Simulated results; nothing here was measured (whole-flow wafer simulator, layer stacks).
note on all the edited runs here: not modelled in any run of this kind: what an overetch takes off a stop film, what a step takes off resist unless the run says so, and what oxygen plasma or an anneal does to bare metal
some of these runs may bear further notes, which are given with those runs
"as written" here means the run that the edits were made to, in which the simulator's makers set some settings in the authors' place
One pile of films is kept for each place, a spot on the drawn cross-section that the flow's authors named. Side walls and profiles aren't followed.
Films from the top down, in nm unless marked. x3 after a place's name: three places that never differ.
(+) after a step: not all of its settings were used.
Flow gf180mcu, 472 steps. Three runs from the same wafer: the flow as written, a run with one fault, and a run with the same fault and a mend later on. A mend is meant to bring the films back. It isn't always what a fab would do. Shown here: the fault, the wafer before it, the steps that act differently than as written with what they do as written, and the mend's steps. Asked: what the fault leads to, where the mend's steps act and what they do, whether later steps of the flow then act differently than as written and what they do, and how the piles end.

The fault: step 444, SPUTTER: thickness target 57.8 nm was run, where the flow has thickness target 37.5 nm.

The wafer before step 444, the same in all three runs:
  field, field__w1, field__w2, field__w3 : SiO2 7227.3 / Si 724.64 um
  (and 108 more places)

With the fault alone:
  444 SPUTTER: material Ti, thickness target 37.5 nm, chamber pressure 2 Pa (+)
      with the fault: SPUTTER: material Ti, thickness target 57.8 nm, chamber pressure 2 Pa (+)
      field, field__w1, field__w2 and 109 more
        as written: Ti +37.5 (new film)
        with the fault: Ti +57.8 (new film)
  Later steps of the flow that act differently than as written (4 more steps differ only slightly, by at most 2% or 0.5 nm, whichever is larger, and aren't shown):
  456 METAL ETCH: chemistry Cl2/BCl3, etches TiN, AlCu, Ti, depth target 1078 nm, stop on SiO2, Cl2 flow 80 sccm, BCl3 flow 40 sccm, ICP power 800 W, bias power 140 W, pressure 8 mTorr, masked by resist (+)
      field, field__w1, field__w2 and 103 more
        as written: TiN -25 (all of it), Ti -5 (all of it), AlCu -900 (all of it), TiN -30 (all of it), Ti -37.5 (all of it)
        with the fault: TiN -25 (all of it), Ti -5 (all of it), AlCu -900 (all of it), TiN -30 (all of it), Ti -57.8 (all of it)
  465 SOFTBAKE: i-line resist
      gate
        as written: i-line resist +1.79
        with the fault: i-line resist -0.21
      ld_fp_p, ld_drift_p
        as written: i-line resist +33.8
        with the fault: i-line resist +27.8
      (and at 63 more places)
  At the end the piles differ from the flow's by more than 2% or 0.5 nm, whichever is larger, at field__w8, contact, m1, m1__w1, pad, m1_nw.
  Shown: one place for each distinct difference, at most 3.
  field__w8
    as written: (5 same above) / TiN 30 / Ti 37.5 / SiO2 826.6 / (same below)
    with the fault: (5 same above) / TiN 30 / Ti 57.8 / SiO2 826.6 / (same below)
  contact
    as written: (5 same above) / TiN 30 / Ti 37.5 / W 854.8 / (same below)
    with the fault: (5 same above) / TiN 30 / Ti 57.8 / W 854.8 / (same below)
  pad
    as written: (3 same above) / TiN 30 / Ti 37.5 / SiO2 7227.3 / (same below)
    with the fault: (3 same above) / TiN 30 / Ti 57.8 / SiO2 7227.3 / (same below)

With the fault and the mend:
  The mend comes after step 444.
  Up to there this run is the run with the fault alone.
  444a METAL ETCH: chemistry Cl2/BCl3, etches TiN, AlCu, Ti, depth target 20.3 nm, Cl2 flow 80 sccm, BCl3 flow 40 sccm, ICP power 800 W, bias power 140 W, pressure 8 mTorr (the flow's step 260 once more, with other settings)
      field, field__w1, field__w2 and 109 more
        Ti -20.3
  No later step of the flow acts differently than as written at any place that is followed.
  At the end the piles are the same as the flow's at every place that both follow.
